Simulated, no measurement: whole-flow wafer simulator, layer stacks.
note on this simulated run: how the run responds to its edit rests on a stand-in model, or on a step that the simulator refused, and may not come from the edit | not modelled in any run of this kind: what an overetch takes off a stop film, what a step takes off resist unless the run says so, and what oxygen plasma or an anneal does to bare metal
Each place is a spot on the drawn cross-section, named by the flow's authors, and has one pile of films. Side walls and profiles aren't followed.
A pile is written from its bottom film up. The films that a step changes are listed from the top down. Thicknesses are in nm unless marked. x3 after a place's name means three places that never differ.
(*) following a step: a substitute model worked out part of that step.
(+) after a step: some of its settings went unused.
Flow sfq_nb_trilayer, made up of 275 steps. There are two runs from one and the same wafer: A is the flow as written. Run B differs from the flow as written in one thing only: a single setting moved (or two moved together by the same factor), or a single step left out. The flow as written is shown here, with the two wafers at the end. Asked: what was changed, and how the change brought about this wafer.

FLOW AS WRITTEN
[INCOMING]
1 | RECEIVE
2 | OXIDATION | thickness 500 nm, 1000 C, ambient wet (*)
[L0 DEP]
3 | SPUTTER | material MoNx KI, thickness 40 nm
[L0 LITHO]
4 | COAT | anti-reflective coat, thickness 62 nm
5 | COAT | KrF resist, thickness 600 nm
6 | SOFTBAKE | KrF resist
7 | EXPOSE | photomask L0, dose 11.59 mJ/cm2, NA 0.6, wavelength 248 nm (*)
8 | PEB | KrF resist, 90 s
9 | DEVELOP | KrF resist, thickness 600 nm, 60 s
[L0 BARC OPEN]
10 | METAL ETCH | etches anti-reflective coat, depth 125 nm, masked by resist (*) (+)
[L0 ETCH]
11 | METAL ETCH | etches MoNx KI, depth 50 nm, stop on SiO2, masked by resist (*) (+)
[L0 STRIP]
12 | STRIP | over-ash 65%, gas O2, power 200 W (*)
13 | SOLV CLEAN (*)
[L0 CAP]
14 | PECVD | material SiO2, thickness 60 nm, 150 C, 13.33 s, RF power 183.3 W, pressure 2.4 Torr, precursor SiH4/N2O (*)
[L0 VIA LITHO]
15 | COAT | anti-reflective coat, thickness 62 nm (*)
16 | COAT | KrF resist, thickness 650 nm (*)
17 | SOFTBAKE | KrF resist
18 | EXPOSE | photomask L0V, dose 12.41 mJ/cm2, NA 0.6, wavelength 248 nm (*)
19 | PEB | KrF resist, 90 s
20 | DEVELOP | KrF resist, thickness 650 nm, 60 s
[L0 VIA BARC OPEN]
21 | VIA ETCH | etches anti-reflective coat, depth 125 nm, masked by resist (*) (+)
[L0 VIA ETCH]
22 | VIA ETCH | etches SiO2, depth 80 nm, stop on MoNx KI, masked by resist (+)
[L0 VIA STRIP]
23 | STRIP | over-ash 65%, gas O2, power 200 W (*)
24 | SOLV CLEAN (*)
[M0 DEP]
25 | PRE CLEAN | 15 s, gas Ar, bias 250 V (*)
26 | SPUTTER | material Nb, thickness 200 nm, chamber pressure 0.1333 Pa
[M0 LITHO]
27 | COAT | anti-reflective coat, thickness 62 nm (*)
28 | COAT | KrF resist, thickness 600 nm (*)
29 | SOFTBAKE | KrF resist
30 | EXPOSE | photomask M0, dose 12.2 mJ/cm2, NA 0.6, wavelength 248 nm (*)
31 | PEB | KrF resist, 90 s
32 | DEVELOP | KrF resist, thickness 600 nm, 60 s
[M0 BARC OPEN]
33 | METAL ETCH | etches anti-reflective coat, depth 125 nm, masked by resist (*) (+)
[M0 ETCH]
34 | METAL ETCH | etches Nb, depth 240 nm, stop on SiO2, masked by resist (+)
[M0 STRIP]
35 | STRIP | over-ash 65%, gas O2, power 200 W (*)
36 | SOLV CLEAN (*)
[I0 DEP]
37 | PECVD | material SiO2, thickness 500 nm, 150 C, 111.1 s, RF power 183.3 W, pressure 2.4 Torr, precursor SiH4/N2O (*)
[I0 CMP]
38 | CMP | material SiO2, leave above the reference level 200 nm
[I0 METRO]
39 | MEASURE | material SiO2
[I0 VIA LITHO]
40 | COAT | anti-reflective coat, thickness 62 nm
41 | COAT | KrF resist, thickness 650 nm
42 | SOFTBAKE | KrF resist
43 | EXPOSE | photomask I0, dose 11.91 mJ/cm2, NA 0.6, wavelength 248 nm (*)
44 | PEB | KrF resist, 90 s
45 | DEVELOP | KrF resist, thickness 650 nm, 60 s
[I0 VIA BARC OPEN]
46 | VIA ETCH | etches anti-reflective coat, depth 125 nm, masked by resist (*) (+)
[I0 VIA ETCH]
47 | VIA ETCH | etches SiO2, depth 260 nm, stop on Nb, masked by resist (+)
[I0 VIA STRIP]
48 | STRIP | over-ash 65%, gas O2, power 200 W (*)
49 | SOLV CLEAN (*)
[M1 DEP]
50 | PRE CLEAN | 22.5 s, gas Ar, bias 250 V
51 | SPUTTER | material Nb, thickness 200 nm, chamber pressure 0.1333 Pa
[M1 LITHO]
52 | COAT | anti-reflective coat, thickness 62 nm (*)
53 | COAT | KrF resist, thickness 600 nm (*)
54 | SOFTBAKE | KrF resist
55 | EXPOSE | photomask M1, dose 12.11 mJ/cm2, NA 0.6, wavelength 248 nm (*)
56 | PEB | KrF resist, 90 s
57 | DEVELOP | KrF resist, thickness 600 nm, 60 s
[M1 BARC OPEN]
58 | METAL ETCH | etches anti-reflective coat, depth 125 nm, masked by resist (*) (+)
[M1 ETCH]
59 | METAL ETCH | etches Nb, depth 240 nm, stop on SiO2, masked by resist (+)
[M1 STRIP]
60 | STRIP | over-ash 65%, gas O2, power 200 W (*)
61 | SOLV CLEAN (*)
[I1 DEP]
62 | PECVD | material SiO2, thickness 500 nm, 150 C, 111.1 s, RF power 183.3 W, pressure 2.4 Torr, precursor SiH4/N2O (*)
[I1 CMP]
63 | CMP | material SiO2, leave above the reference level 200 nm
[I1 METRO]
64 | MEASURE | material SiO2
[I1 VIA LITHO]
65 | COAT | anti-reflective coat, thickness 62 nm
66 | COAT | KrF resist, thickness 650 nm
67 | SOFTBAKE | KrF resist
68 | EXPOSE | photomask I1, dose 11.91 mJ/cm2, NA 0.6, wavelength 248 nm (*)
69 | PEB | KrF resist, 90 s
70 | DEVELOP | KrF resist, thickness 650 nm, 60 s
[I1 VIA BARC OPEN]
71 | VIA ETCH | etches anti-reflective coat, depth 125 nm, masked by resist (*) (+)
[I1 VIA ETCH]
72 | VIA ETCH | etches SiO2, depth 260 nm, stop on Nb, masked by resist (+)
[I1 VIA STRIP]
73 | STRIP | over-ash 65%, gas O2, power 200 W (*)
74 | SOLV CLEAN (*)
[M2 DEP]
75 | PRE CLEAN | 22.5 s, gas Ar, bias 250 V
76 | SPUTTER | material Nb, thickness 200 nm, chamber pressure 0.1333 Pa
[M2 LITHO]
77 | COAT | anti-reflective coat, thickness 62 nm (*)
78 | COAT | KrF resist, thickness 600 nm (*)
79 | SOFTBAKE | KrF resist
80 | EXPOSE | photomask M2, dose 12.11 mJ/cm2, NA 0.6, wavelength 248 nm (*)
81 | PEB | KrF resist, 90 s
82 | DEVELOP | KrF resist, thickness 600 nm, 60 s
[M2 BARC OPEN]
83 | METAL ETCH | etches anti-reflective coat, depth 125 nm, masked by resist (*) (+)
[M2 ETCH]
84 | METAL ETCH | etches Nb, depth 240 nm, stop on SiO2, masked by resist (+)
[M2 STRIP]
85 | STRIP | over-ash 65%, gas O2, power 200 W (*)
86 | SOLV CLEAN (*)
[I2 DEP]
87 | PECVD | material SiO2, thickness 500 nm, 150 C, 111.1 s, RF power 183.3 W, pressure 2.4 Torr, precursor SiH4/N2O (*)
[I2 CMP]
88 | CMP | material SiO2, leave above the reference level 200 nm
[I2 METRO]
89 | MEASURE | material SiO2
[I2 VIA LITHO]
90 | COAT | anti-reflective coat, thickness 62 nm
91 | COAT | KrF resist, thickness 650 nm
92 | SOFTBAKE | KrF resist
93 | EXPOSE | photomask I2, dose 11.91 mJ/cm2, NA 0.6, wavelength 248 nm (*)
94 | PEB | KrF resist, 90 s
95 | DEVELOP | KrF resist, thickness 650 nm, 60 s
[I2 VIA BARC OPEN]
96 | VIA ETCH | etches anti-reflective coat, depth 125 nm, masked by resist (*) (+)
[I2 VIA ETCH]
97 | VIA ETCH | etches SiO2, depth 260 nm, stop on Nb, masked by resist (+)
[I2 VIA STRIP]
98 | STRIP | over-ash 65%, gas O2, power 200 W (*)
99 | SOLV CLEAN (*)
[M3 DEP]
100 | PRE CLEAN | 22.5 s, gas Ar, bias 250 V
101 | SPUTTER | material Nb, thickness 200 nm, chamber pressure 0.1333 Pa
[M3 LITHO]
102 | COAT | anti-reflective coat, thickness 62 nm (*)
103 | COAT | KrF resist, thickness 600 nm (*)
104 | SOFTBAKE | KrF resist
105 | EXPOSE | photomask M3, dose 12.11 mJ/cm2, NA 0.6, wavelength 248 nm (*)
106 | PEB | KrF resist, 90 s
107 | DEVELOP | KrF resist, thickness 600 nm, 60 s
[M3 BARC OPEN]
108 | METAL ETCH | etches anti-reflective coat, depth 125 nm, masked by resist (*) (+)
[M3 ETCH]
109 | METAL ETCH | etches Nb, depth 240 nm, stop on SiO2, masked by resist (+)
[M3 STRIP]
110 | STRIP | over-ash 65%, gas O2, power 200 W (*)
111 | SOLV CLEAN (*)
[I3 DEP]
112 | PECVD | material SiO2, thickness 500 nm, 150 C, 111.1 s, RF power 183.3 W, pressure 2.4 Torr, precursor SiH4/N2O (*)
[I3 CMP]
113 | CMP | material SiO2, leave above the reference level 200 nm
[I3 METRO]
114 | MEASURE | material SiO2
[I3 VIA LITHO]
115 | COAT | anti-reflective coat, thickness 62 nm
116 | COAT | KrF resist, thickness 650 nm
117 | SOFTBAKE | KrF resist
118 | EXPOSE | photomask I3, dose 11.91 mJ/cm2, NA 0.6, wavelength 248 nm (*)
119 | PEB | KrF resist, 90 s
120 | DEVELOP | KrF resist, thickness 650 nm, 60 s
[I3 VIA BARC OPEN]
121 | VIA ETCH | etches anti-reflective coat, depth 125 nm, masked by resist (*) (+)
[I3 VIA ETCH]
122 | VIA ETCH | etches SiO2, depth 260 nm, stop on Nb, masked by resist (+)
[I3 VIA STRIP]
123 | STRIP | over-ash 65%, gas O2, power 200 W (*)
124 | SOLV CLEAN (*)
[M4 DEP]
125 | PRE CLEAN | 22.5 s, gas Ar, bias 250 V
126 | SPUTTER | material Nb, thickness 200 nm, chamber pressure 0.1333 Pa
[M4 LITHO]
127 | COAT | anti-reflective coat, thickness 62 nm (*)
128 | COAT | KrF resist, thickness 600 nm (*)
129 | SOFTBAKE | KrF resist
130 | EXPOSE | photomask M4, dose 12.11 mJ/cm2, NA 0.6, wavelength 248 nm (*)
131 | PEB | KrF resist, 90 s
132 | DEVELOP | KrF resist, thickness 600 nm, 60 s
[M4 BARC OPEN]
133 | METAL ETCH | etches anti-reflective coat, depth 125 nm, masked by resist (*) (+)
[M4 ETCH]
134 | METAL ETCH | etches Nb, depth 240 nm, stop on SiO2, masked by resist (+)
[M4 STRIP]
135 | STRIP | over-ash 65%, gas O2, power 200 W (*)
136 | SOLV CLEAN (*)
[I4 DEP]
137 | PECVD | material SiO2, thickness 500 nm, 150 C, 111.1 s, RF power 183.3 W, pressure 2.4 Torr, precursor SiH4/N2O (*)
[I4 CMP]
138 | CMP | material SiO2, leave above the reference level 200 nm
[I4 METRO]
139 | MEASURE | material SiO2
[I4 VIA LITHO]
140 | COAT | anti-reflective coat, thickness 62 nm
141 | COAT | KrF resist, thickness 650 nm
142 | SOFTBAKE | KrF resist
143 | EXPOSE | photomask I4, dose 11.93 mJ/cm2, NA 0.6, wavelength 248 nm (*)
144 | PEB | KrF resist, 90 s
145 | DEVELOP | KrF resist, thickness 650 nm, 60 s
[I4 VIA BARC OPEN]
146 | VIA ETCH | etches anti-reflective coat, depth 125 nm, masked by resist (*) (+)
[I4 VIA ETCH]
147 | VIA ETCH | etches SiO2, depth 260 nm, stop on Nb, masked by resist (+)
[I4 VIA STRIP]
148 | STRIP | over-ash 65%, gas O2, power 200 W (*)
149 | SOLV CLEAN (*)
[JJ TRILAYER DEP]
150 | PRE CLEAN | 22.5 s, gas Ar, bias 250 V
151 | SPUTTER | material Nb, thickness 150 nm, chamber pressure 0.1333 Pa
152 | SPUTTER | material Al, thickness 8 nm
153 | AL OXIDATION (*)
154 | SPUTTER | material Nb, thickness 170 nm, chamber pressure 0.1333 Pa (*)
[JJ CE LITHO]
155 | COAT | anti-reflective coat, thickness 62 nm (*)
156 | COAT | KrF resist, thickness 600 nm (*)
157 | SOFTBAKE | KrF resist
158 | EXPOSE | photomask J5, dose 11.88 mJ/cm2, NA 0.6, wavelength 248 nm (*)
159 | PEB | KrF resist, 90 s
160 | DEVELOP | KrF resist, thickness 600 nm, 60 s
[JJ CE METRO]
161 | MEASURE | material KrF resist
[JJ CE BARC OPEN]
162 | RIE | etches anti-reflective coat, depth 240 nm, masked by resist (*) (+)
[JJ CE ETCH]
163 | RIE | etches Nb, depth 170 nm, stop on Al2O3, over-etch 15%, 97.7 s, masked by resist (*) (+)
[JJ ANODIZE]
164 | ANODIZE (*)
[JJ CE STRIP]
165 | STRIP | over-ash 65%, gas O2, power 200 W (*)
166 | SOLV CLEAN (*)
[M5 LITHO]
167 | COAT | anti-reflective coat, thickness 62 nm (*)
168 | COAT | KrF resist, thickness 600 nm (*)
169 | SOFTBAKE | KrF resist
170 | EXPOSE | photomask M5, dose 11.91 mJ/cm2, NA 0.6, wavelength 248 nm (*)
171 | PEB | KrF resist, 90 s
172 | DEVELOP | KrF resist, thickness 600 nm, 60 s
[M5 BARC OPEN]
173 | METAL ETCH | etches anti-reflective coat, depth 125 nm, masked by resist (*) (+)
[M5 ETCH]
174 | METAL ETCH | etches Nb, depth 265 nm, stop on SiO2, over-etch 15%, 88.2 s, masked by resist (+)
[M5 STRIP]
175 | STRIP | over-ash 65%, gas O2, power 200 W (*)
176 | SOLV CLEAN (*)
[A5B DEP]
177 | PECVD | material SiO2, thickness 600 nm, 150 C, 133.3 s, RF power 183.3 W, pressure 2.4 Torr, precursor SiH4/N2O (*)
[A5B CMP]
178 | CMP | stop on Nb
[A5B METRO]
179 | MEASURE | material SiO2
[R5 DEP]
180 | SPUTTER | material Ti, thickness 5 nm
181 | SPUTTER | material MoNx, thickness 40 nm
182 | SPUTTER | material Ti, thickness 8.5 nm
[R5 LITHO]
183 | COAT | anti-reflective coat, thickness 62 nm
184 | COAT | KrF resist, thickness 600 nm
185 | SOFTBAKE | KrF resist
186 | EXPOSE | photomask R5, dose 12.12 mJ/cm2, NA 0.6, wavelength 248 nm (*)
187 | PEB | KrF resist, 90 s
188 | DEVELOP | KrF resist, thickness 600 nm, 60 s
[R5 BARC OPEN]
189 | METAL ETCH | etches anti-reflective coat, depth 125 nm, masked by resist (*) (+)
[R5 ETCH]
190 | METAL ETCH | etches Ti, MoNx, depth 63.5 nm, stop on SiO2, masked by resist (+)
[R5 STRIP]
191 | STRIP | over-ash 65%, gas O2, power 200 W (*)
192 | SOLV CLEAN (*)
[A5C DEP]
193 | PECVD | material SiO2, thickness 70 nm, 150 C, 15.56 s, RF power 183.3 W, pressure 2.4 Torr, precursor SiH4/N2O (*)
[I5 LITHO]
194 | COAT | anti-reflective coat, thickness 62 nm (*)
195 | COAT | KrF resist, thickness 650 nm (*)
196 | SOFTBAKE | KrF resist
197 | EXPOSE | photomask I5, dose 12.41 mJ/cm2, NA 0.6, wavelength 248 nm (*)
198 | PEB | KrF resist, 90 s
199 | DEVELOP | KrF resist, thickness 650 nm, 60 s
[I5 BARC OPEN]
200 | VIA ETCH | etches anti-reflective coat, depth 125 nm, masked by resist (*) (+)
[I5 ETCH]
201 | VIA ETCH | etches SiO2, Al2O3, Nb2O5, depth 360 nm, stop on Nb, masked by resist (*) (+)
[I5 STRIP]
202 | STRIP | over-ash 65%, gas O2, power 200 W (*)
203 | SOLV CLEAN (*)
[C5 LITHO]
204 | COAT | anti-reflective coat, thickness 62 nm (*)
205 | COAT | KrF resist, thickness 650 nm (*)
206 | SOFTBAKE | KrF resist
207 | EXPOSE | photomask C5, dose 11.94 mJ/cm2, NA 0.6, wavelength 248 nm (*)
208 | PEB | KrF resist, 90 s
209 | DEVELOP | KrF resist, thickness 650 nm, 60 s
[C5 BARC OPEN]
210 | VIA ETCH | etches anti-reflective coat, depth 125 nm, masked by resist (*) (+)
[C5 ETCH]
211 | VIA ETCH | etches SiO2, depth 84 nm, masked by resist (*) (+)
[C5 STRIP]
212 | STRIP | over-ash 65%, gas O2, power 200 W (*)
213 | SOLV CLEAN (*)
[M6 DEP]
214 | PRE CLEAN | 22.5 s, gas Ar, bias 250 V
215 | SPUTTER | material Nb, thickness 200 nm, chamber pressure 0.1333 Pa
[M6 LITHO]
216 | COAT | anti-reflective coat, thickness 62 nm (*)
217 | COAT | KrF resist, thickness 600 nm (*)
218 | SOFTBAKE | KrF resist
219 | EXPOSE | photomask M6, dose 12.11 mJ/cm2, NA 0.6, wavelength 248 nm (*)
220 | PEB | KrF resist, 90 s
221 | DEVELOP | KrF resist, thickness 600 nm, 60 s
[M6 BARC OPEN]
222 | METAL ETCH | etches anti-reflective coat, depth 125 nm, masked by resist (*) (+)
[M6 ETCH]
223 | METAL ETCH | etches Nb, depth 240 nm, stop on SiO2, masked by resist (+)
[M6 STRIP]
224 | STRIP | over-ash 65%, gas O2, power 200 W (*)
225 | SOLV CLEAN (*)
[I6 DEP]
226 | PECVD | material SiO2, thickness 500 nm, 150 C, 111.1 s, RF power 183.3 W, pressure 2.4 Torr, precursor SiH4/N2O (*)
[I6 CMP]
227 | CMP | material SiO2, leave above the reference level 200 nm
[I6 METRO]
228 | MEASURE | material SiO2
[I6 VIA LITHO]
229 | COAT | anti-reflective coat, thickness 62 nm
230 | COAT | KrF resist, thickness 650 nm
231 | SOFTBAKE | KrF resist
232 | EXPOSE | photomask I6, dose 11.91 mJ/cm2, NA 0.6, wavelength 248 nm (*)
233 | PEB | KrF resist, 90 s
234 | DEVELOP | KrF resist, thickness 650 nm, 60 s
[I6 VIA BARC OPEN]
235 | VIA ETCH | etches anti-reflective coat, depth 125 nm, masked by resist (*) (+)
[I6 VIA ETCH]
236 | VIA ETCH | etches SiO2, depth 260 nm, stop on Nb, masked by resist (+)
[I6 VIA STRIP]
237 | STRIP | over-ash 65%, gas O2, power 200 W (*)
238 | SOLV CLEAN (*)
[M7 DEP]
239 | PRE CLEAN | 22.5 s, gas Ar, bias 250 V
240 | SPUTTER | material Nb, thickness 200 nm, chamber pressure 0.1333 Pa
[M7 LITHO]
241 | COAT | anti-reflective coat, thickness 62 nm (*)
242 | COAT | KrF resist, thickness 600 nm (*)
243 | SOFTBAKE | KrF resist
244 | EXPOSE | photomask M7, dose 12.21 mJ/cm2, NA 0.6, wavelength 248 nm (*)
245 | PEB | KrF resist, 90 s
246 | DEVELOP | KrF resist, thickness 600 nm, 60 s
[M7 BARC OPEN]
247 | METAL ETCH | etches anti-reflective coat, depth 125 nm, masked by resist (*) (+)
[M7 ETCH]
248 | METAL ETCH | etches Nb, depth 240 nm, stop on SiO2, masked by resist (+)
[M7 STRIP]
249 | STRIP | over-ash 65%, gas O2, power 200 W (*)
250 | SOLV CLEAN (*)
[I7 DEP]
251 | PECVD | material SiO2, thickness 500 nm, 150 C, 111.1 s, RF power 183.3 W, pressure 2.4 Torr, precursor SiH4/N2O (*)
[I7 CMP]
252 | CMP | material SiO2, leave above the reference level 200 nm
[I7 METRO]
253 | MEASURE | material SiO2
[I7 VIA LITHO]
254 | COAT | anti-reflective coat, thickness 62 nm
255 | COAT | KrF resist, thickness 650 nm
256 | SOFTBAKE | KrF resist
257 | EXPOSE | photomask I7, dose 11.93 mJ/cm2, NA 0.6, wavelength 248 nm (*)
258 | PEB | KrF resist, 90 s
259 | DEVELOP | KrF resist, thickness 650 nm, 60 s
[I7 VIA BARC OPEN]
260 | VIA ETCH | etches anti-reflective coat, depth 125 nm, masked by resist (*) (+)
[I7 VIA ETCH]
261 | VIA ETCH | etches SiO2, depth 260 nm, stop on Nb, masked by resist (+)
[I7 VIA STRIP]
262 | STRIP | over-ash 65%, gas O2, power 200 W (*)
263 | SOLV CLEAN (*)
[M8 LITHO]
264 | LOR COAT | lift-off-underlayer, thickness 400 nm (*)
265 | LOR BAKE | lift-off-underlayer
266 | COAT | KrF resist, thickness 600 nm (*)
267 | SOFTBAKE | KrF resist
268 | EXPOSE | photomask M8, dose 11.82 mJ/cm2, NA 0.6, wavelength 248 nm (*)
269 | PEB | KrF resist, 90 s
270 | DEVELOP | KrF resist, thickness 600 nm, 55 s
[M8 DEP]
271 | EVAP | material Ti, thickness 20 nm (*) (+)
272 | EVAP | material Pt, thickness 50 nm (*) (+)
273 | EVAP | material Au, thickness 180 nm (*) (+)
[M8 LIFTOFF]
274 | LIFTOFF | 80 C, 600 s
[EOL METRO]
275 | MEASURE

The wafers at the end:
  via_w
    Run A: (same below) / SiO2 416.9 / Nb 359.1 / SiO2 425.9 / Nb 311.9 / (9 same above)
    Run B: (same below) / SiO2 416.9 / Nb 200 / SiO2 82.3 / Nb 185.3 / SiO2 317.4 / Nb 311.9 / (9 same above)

Cause: step 97, VIA ETCH: depth 110 nm was run, whereas the flow has depth 260 nm.

The path from the change to this, step by step:
  97 | VIA ETCH | etches SiO2, depth 260 nm, stop on Nb, masked by resist (+)
      via_w: A -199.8 SiO2 (all of it) | B -110 SiO2
      field_l, v_sur, via_wl and 102 more: A -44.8 KrF resist | B -19 KrF resist
  98 | STRIP | over-ash 65%, gas O2, power 200 W (*)
      field_l, v_sur, via_wl and 102 more: A -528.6 KrF resist (all of it), -62 anti-reflective coat (all of it) | B -554.5 KrF resist (all of it), -62 anti-reflective coat (all of it)
  100 | PRE CLEAN | 22.5 s, gas Ar, bias 250 V
      via_w: A -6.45 Nb | B -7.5 SiO2
  101 | SPUTTER | material Nb, thickness 200 nm, chamber pressure 0.1333 Pa
      via_w: A +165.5 Nb | B +185.3 Nb (new film)
  102 | COAT | anti-reflective coat, thickness 62 nm (*)
      via_wl, via_wr: A +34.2 anti-reflective coat (new film) | B +38.8 anti-reflective coat (new film)
      via_w: A +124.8 anti-reflective coat (new film) | B +104.4 anti-reflective coat (new film)
  103 | COAT | KrF resist, thickness 600 nm (*)
      via_w: A +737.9 KrF resist (new film) | B +664.6 KrF resist (new film)
  110 | STRIP | over-ash 65%, gas O2, power 200 W (*)
      v_sur: A -365.3 KrF resist (all of it), -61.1 anti-reflective coat (all of it) | B -373.8 KrF resist (all of it), -60.4 anti-reflective coat (all of it)
      via_wl: A -384.2 KrF resist (all of it), -34.2 anti-reflective coat (all of it) | B -391 KrF resist (all of it), -38.8 anti-reflective coat (all of it)
      (and at 2 other places as well)
  112 | PECVD | material SiO2, thickness 500 nm, 150 C, 111.1 s, RF power 183.3 W, pressure 2.4 Torr, precursor SiH4/N2O (*)
      via_w: A +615 SiO2 (new film) | B +500 SiO2 (new film)
  113 | CMP | material SiO2, leave above the reference level 200 nm
      via_w: A -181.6 SiO2 | B -175.1 SiO2
Taking metal films that touch as one body, via_w has 6 bodies (between them, from the top down: SiO2 192.5; SiO2 427.3 / Al2O3 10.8 / Nb2O5 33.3; SiO2 317.4; SiO2 82.3; SiO2 416.9); the flow as written gives 5 bodies (between them, from the top down: SiO2 192.5; SiO2 427.3 / Al2O3 10.8 / Nb2O5 33.3; SiO2 425.9; SiO2 416.9).
